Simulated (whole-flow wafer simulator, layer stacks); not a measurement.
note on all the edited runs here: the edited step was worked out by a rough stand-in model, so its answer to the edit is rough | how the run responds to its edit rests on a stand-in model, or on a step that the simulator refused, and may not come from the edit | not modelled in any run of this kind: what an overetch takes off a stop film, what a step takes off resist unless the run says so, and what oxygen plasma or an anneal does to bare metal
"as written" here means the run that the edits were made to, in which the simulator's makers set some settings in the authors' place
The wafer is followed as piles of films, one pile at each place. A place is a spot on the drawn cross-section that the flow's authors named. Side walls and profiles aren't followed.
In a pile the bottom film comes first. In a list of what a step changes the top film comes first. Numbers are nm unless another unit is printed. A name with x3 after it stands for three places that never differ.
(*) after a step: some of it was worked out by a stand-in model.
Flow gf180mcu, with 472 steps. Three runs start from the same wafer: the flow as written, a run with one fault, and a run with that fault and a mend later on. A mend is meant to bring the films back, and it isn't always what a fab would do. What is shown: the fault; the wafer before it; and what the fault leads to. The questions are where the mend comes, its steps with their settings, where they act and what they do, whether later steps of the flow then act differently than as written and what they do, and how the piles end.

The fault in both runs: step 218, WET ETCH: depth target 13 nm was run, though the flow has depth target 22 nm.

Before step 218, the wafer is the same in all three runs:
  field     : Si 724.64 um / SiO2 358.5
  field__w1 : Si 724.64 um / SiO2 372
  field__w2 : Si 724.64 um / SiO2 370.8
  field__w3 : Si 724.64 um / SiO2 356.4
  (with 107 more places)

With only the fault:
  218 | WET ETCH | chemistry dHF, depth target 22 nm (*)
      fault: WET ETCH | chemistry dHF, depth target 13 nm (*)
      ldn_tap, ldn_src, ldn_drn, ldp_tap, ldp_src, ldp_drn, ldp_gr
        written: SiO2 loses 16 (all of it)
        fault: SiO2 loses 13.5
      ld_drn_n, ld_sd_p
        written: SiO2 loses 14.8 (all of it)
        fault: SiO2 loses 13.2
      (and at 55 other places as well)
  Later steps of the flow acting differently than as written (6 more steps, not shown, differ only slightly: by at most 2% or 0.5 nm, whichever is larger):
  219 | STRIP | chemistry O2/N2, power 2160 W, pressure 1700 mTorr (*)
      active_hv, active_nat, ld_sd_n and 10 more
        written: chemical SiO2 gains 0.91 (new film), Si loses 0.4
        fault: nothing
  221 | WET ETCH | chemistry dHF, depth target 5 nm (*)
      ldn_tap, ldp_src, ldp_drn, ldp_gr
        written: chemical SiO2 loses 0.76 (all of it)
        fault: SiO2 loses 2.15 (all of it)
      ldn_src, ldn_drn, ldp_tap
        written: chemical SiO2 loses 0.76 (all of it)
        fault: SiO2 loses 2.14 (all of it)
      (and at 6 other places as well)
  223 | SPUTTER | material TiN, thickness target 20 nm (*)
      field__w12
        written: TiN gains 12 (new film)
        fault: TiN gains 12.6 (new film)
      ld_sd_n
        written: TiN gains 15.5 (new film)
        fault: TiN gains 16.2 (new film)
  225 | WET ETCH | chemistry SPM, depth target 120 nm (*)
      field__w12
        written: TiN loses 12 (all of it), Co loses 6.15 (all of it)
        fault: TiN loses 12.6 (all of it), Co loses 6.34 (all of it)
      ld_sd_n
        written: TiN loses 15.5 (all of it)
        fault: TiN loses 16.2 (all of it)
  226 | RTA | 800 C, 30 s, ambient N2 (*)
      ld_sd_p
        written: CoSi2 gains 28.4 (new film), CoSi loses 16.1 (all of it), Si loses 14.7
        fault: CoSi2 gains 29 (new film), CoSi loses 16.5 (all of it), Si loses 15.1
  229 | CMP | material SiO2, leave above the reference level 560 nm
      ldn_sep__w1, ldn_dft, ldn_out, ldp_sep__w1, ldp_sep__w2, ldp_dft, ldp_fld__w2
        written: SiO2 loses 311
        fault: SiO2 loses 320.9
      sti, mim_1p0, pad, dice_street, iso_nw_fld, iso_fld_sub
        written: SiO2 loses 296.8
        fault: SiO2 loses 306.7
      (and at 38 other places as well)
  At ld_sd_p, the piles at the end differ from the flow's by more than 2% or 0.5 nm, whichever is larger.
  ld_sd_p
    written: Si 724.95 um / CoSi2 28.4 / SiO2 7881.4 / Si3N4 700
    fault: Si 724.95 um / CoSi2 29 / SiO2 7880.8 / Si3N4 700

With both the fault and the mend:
  The mend stands after step 218.
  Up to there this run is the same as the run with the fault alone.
  218a | WET ETCH | chemistry dHF, depth target 9 nm (*) (the flow's step 218 again, with other settings)
      field, field__w1, field__w2 and 47 more
        SiO2 loses 9
      ldn_tap, ldp_src, ldp_drn, ldp_gr
        SiO2 loses 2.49 (all of it)
      ldn_src, ldn_drn, ldp_tap
        SiO2 loses 2.48 (all of it)
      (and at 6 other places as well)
  Later steps of the flow that are run all act as written at every place that is followed, up to a difference of at most 2% or 0.5 nm, whichever is larger.
  When the end is reached, the piles differ only a little from the flow's at the places that both follow, at most by 2% or 0.5 nm, whichever is larger.
